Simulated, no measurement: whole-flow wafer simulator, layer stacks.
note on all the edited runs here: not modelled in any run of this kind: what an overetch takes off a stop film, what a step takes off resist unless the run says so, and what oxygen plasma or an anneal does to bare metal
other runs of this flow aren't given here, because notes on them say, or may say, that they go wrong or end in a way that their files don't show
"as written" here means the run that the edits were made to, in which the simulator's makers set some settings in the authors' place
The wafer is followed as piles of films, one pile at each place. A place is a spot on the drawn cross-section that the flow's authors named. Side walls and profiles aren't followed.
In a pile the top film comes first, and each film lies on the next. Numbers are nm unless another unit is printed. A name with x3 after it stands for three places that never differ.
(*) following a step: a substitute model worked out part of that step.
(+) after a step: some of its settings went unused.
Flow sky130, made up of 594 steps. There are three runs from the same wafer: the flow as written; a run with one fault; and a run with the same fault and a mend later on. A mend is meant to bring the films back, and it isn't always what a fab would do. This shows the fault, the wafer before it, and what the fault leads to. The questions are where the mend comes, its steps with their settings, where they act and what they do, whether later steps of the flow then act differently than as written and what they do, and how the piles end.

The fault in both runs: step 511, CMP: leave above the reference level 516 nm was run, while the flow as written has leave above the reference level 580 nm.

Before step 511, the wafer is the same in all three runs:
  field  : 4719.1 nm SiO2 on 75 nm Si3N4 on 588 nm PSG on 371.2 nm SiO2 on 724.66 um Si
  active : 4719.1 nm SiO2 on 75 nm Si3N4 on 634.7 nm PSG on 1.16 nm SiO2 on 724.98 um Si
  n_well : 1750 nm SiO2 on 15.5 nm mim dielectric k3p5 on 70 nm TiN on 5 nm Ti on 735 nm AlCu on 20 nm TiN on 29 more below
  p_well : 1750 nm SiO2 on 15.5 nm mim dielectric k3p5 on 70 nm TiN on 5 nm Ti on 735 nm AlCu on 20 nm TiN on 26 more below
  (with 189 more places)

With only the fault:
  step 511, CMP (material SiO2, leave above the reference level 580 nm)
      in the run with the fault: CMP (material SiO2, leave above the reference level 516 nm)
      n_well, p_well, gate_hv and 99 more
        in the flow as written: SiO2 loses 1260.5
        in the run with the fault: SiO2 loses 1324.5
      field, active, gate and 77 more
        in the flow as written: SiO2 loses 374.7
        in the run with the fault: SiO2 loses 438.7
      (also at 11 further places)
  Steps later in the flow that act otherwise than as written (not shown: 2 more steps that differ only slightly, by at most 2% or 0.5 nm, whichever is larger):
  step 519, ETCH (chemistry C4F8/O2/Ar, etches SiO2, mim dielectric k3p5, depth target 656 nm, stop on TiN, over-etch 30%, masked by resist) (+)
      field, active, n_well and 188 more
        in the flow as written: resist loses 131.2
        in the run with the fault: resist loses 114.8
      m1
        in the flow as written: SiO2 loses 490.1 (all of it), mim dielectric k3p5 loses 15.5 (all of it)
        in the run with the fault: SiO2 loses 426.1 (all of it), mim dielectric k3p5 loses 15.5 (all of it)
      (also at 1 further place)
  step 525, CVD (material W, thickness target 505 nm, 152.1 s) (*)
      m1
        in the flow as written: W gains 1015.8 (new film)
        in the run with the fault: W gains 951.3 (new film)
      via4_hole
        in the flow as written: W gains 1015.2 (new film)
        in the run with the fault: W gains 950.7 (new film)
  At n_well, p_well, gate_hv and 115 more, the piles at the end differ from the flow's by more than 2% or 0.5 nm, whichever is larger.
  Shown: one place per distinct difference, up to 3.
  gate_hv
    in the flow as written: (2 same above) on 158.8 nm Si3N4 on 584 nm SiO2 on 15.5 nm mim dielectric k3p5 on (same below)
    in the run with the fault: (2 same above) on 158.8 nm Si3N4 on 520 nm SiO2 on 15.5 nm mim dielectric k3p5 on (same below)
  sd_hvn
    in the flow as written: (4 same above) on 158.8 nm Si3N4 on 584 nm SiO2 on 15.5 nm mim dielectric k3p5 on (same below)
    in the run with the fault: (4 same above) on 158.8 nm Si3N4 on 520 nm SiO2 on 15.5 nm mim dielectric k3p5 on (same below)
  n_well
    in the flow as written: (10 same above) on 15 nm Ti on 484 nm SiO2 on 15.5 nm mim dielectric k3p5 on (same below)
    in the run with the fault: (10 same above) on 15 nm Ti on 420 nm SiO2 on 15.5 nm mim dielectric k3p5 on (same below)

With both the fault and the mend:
  The mend stands after step 518.
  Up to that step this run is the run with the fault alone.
  step 518a, STRIP (chemistry O2/N2, power 2160 W, pressure 1700 mTorr) (*)
      field, active, n_well and 188 more
        resist loses 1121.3 (all of it)
  step 518b, HDPCVD (thickness target 64 nm) (*) (the flow's step 510, run once more with other settings)
      field, active, n_well and 190 more
        SiO2 gains 64
  step 518c, HMDS (120 C, 60 s) (the flow's step 513, run once more)
      alters no film at any place that is followed
  step 518d, COAT (resist, thickness 1140 nm) (the flow's step 514, run once more)
      field, active, n_well and 190 more
        resist gains 1140 (new film)
  step 518e, SOFTBAKE (resist) (the flow's step 515, run once more)
      alters no film at any place that is followed
  step 518f, EXPOSE (photomask VIM4, dose 133.8 mJ/cm2, NA 0.6, wavelength 365 nm) (*) (the flow's step 516, run once more)
      alters no film at any place that is followed
  step 518g, PEB (resist, 70.3 s) (the flow's step 517, run once more)
      field, active, n_well and 190 more
        resist loses 18.7
  step 518h, DEVELOP (resist, thickness 1140 nm, developer TMAH-0.26N, 60 s) (the flow's step 518, run once more)
      m1, via4_hole
        resist loses 1121.3 (all of it)
  None of the later steps of the flow acts differently than as written at any place that is followed.
  By the end, the piles equal the flow's at every place that both follow.
